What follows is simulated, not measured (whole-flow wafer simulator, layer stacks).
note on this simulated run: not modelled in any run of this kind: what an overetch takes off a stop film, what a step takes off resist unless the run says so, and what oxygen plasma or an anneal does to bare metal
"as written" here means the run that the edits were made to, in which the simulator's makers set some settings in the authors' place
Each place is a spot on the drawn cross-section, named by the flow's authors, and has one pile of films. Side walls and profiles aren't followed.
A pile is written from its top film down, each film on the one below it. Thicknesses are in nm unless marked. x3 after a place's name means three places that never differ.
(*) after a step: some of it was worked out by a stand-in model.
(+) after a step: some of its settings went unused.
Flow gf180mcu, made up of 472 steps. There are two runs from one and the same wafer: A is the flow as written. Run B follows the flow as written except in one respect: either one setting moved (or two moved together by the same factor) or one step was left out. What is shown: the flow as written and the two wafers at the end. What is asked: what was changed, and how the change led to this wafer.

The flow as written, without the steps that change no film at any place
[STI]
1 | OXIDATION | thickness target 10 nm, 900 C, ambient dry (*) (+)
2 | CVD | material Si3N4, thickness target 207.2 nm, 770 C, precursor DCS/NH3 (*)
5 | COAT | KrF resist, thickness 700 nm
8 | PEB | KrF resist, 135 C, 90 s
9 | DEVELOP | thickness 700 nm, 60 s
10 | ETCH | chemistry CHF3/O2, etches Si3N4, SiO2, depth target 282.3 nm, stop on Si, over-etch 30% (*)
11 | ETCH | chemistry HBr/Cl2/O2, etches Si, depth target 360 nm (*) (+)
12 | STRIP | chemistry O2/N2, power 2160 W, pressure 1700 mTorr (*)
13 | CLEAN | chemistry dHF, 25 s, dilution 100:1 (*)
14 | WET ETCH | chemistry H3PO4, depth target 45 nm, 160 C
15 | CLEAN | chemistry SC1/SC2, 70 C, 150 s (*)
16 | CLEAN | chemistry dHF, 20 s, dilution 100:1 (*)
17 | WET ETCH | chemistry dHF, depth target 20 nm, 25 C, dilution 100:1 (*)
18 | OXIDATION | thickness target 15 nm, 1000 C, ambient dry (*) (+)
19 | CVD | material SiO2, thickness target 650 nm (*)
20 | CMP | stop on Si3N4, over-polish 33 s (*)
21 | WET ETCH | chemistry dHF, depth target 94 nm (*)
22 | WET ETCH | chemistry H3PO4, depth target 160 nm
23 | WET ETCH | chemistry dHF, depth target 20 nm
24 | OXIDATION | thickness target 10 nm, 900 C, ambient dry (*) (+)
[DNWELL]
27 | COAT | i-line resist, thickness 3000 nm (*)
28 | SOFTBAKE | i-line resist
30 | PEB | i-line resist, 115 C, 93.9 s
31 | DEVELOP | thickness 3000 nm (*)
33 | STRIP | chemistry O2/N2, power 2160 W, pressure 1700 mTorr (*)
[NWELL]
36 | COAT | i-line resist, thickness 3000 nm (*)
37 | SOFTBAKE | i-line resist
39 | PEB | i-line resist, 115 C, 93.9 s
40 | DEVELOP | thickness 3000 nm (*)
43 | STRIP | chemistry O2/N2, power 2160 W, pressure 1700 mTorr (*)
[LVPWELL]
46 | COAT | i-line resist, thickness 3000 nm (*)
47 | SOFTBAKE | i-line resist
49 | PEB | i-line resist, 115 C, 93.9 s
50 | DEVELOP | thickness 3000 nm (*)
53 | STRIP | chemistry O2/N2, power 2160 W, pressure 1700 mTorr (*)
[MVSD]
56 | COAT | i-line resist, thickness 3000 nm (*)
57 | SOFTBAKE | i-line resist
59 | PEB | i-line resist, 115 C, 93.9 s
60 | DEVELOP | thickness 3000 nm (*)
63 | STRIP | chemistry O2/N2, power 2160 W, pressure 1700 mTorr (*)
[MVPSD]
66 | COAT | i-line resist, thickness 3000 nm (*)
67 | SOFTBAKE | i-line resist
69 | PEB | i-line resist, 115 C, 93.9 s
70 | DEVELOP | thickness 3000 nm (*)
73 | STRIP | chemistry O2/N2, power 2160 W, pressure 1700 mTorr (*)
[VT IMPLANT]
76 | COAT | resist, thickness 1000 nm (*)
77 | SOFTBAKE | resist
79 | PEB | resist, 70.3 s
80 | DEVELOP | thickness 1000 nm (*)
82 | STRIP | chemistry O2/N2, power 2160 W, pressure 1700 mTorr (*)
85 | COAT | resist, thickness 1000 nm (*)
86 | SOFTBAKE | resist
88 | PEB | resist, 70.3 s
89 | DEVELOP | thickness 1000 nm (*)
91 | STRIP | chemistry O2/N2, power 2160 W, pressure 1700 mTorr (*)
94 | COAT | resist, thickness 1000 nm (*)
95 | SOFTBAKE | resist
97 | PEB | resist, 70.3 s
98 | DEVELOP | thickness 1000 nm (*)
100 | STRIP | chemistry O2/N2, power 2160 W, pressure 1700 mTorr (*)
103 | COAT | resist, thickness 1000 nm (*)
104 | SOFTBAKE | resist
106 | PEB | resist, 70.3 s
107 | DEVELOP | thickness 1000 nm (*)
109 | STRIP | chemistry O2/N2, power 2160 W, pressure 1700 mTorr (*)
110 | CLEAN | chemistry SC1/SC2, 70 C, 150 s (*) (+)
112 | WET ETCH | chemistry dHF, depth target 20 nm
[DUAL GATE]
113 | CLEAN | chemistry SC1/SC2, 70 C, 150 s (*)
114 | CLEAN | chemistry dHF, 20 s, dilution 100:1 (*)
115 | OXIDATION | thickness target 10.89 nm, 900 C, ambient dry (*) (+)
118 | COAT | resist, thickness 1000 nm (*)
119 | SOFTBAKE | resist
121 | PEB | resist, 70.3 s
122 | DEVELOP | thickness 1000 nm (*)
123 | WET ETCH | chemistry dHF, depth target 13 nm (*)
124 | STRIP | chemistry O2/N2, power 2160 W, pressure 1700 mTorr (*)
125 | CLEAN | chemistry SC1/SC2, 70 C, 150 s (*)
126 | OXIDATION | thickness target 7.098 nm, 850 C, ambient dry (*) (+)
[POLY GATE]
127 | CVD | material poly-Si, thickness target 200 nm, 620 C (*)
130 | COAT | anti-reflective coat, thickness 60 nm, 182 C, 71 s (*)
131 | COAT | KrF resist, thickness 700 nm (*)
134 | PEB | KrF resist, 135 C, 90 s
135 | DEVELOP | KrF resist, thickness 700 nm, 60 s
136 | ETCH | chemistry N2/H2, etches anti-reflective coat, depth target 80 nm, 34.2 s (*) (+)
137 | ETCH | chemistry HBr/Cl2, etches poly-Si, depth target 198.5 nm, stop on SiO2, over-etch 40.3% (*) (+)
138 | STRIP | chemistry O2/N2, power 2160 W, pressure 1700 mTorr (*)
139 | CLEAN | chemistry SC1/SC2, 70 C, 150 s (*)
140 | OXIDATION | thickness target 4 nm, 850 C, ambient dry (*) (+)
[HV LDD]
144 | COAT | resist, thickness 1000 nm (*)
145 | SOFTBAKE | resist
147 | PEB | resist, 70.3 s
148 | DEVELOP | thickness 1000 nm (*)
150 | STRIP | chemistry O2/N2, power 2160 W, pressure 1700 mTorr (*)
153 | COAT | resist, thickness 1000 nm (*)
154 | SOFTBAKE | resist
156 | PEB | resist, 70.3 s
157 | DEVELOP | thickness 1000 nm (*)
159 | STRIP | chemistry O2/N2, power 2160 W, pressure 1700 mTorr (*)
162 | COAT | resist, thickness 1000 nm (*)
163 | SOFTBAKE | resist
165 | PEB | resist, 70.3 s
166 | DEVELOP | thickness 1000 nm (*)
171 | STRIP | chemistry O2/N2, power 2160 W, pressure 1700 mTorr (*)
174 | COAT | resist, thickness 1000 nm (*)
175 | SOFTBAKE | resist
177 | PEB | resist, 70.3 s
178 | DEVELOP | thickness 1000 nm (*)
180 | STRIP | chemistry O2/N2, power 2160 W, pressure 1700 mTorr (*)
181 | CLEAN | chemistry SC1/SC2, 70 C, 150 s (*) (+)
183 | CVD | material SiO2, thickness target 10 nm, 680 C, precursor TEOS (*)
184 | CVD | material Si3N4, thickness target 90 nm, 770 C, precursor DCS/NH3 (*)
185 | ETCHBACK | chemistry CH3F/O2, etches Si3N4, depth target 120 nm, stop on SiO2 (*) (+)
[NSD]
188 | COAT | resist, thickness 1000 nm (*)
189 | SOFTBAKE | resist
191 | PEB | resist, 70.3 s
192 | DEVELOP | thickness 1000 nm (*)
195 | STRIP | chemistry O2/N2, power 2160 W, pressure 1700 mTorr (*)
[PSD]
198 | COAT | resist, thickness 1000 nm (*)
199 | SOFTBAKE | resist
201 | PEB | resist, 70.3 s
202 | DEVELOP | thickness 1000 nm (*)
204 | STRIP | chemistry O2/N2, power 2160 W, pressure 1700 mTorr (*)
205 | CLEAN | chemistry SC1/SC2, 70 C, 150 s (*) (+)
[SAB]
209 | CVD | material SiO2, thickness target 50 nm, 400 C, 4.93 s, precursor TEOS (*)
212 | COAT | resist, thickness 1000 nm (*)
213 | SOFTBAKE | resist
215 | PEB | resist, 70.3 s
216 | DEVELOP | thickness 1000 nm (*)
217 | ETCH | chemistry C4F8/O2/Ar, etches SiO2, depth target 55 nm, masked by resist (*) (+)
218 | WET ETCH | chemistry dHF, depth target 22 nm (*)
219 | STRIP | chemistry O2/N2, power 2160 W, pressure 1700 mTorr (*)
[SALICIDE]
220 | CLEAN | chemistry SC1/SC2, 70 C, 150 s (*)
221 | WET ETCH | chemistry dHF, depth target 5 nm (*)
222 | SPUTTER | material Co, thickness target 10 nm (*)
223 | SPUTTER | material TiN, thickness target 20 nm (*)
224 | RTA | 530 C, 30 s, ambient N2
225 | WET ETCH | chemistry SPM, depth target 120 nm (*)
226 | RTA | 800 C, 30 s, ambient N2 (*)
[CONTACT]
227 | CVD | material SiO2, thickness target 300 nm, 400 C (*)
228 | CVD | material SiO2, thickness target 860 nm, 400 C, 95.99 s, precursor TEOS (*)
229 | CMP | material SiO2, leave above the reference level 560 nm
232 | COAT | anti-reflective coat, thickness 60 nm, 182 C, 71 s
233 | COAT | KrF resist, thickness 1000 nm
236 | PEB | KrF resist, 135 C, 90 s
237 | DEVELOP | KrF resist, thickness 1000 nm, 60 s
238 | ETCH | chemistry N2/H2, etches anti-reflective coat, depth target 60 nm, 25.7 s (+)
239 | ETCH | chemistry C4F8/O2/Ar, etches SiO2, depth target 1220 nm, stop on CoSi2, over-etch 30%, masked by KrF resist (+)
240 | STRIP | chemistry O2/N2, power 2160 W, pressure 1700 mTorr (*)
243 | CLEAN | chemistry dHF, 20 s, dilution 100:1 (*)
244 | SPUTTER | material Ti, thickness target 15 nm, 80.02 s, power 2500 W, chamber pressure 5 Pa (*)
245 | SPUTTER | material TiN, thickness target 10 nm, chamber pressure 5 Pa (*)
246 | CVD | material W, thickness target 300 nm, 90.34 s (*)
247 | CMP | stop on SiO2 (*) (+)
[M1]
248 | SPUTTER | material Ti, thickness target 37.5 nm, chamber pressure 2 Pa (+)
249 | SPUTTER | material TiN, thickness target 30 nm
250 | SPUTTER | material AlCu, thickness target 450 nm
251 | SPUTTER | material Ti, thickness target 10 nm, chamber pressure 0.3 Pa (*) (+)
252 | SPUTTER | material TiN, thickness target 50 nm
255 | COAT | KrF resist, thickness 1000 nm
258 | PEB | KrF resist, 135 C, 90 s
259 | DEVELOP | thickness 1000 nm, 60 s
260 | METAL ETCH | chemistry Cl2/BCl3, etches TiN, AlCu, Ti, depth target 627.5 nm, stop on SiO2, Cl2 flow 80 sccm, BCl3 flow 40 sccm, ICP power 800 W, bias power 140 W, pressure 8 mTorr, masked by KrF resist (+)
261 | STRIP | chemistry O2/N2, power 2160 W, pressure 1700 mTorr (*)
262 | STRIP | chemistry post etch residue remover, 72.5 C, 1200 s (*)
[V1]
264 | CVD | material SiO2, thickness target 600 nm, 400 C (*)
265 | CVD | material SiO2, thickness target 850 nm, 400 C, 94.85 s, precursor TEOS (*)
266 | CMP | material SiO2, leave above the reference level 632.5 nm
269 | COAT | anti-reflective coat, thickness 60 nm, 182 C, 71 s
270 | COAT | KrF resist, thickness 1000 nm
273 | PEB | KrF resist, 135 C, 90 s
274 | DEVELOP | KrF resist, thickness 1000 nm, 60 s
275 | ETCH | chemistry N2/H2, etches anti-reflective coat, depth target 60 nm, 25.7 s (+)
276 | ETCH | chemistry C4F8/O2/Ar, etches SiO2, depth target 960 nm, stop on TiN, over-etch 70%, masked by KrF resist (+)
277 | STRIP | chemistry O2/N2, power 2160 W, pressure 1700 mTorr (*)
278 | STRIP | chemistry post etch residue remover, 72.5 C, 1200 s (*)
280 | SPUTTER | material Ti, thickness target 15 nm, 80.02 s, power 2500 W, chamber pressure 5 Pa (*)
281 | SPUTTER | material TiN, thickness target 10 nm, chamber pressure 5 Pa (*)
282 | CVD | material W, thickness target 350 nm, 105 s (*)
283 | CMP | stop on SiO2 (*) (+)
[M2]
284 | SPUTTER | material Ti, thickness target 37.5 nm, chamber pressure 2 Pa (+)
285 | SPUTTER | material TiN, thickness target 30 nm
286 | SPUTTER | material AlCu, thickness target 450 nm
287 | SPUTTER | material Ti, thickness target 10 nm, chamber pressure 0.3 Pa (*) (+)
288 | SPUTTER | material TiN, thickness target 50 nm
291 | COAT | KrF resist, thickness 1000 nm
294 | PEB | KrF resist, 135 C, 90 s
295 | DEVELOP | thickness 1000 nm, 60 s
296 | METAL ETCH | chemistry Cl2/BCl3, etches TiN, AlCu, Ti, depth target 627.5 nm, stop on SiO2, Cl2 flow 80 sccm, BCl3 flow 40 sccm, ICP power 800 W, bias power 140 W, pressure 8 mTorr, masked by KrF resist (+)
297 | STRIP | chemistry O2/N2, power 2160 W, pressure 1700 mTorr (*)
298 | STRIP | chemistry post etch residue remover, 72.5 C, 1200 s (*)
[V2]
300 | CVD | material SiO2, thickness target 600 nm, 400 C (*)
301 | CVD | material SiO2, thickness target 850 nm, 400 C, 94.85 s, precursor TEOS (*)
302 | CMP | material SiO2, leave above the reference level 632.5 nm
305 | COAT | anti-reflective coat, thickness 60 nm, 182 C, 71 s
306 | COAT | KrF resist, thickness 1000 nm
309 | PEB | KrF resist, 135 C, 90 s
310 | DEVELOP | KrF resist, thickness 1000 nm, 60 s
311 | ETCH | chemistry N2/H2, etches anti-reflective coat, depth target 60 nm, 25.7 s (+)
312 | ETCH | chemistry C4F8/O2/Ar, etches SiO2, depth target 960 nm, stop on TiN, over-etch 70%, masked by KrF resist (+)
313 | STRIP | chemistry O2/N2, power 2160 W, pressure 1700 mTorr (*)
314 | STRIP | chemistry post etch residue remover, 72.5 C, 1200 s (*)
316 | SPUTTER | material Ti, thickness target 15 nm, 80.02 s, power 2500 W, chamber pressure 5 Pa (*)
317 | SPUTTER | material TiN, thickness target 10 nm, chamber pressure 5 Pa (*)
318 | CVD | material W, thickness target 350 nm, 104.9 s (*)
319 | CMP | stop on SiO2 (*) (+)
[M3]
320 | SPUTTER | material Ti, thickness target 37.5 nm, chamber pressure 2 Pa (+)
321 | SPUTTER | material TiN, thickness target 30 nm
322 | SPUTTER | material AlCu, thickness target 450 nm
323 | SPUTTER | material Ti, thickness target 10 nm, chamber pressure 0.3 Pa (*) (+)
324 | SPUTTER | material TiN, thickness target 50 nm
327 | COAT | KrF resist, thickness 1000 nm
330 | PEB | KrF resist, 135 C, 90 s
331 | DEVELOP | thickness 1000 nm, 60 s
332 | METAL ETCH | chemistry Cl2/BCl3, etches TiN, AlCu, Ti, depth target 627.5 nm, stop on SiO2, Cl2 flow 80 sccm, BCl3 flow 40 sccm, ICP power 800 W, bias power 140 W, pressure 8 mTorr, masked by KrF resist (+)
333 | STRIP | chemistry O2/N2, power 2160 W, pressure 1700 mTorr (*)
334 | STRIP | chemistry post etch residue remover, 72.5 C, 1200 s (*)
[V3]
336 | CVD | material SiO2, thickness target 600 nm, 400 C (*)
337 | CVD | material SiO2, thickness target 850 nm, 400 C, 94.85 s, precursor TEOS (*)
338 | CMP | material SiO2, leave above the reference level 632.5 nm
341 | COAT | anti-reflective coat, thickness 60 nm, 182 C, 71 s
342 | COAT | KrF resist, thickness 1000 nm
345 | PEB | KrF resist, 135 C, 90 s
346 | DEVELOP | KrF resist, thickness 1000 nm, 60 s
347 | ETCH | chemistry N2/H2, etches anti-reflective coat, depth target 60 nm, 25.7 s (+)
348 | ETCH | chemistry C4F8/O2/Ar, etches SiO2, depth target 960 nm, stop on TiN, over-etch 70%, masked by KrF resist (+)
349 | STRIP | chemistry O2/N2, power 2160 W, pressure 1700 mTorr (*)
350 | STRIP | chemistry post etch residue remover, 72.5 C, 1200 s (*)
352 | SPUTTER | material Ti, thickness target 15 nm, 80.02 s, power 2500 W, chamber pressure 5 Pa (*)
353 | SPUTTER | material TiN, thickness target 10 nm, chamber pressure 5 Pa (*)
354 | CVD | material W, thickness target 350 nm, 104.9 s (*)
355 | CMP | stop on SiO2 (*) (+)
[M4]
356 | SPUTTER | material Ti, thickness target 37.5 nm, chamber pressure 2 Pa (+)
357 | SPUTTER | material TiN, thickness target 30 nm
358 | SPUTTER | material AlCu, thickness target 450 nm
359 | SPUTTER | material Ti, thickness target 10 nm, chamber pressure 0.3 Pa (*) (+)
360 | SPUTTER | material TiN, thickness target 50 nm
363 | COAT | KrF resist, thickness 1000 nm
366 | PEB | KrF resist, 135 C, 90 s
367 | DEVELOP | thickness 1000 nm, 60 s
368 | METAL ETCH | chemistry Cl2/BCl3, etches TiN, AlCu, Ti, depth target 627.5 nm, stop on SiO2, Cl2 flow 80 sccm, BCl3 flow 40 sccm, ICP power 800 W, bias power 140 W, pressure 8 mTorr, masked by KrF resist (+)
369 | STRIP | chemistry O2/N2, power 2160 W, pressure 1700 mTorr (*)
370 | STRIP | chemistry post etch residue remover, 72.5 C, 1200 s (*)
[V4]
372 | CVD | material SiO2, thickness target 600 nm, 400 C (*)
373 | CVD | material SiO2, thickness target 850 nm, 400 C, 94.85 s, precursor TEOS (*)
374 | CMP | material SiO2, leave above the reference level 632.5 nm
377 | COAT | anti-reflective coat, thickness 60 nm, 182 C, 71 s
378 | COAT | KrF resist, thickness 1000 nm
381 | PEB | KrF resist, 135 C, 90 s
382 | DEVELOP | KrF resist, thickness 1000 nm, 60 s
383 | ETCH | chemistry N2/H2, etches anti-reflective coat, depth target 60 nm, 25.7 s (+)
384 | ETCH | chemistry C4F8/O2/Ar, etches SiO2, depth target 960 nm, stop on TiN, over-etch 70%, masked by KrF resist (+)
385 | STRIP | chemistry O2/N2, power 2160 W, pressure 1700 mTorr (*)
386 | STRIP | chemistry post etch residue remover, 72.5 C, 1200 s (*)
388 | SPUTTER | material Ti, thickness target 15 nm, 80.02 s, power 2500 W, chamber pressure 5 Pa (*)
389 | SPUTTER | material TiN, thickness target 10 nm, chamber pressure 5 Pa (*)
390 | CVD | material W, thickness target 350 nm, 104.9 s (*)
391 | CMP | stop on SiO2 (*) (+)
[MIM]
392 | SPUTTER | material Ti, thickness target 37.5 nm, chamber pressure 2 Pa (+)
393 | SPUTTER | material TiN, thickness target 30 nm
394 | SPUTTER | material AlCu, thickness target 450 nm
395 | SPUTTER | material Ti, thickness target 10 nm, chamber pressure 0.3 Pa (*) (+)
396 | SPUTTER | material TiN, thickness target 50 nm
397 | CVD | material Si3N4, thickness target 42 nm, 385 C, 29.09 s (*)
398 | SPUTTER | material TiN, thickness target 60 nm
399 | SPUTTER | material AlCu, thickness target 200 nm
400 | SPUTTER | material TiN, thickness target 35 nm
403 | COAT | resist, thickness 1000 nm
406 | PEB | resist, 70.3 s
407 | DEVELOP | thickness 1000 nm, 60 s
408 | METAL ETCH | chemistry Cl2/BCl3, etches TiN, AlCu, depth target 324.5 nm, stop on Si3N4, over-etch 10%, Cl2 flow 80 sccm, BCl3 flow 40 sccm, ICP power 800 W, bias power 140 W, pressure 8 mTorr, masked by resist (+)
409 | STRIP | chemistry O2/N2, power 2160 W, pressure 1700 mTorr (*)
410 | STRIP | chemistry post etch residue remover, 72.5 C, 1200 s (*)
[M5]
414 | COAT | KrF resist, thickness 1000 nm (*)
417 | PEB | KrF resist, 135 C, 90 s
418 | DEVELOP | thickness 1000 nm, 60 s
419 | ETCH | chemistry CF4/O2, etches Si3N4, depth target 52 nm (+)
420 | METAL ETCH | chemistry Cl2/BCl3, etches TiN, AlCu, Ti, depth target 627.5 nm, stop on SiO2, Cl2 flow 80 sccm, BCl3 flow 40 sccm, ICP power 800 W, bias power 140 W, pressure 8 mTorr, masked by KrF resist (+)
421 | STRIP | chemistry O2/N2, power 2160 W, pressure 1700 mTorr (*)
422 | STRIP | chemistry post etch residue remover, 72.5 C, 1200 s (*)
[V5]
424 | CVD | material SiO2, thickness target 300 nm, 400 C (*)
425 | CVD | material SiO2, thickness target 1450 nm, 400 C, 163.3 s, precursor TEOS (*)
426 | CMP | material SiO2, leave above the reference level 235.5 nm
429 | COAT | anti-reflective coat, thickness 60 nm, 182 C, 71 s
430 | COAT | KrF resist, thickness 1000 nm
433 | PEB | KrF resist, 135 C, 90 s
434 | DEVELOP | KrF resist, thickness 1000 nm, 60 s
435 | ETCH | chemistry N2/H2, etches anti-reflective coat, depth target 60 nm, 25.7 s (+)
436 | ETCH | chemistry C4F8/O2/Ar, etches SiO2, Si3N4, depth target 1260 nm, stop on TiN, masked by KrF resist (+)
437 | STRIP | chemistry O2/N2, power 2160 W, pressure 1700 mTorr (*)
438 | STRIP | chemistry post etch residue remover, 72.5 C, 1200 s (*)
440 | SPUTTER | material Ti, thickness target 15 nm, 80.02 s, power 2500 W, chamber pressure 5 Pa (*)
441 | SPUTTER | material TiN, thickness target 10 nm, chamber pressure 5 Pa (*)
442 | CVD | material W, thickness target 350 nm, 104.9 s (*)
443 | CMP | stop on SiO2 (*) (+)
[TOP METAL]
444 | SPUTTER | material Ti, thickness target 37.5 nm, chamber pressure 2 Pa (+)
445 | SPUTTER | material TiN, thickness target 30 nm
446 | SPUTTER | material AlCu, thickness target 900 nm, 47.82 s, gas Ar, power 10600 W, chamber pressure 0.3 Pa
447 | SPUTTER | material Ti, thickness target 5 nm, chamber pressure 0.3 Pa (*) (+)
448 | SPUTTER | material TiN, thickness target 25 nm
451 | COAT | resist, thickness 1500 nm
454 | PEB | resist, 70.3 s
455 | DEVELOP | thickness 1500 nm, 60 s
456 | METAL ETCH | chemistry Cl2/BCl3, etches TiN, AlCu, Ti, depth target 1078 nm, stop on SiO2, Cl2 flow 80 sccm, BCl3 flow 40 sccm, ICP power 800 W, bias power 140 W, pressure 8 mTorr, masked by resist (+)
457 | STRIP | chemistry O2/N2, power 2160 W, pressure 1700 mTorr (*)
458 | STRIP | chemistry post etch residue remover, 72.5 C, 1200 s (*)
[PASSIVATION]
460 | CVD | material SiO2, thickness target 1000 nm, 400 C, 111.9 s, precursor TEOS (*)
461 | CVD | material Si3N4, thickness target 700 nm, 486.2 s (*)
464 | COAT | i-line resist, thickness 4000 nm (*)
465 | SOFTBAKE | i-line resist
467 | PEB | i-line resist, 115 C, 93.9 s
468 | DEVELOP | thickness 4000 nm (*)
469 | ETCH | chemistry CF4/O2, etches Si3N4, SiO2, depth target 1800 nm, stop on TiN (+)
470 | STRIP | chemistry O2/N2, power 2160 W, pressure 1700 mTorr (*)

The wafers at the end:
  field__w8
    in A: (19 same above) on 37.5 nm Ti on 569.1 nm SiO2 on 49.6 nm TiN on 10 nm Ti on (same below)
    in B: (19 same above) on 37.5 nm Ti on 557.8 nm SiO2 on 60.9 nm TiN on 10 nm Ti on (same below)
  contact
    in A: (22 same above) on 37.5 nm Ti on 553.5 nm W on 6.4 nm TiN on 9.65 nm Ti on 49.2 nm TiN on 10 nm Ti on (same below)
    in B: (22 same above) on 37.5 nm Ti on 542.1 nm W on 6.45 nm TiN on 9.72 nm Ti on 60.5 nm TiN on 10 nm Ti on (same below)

Cause: step 324, SPUTTER: thickness target 61.3 nm was run, whereas the flow has thickness target 50 nm.

Step by step, how the change led to this:
  324 | SPUTTER | material TiN, thickness target 50 nm
      field, field__w1, field__w2 and 108 more: A +50 TiN (new film) | B +61.3 TiN (new film)
  332 | METAL ETCH | chemistry Cl2/BCl3, etches TiN, AlCu, Ti, depth target 627.5 nm, stop on SiO2, Cl2 flow 80 sccm, BCl3 flow 40 sccm, ICP power 800 W, bias power 140 W, pressure 8 mTorr, masked by KrF resist (+)
      field, field__w1, field__w2 and 103 more: A -50 TiN (all of it), -10 Ti (all of it), -450 AlCu (all of it), -30 TiN (all of it), -37.5 Ti (all of it) | B -61.3 TiN (all of it), -10 Ti (all of it), -450 AlCu (all of it), -30 TiN (all of it), -37.5 Ti (all of it)
